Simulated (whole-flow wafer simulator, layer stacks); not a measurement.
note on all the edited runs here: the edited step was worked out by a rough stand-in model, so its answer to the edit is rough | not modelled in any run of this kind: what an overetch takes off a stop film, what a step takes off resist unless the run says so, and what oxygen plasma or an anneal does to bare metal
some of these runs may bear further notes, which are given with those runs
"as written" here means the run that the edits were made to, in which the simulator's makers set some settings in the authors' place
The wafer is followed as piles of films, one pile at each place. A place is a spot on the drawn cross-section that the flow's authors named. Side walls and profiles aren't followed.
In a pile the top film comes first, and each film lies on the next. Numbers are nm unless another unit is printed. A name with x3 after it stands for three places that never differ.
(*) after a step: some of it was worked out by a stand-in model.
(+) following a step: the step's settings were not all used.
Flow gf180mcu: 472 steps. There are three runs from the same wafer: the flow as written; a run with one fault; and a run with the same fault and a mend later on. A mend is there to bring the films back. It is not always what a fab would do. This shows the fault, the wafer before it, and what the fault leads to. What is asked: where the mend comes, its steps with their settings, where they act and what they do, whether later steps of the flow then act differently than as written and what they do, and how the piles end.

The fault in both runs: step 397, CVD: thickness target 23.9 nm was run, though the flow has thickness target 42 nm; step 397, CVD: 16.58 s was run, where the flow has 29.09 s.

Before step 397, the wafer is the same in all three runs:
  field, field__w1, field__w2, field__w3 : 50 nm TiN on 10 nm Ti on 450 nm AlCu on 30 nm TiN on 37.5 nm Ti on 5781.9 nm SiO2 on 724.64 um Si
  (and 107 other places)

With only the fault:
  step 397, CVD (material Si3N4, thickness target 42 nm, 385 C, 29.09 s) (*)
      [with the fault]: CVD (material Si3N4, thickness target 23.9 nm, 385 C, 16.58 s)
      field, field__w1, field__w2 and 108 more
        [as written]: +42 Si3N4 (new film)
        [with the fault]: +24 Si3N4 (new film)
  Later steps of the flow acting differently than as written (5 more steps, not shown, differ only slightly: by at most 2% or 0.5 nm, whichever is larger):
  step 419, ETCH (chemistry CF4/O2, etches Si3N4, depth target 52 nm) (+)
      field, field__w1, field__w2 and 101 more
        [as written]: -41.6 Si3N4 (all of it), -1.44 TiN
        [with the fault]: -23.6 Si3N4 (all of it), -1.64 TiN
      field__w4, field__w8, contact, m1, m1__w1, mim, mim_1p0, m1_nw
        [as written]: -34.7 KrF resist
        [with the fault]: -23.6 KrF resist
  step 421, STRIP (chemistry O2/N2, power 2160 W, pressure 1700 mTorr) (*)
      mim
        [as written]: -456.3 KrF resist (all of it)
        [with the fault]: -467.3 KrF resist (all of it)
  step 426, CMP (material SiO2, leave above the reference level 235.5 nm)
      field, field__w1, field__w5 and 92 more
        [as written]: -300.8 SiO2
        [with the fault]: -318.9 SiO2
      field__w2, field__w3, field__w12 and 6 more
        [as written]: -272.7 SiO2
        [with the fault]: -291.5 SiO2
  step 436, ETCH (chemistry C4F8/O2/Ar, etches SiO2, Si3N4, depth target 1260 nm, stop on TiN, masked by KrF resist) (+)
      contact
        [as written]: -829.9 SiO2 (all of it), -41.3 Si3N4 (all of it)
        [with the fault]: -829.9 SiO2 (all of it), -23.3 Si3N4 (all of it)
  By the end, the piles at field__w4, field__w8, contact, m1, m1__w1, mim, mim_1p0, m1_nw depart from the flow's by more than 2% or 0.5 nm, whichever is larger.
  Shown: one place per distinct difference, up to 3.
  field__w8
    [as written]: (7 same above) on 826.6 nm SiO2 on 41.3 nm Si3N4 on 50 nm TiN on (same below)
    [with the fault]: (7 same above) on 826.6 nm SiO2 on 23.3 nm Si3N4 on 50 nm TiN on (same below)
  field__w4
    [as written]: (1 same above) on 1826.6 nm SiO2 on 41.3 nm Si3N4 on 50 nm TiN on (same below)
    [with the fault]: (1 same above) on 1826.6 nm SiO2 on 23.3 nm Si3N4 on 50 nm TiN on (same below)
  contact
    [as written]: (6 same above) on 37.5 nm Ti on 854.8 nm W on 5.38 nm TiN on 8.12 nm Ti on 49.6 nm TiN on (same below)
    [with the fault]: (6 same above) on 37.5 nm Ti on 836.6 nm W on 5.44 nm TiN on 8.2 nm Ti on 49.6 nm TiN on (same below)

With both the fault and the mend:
  After step 397 comes the mend.
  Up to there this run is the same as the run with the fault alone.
  step 397a, CVD (material Si3N4, thickness target 18.1 nm, 385 C, 12.53 s) (a further turn of the flow's step 397, with different settings)
      field, field__w1, field__w2 and 108 more
        +18.1 Si3N4
  Every later step of the flow that is run acts as written, at every place that is followed, to within 2% or 0.5 nm, whichever is larger.
  When the end is reached, the piles differ only a little from the flow's at the places that both follow, at most by 2% or 0.5 nm, whichever is larger.
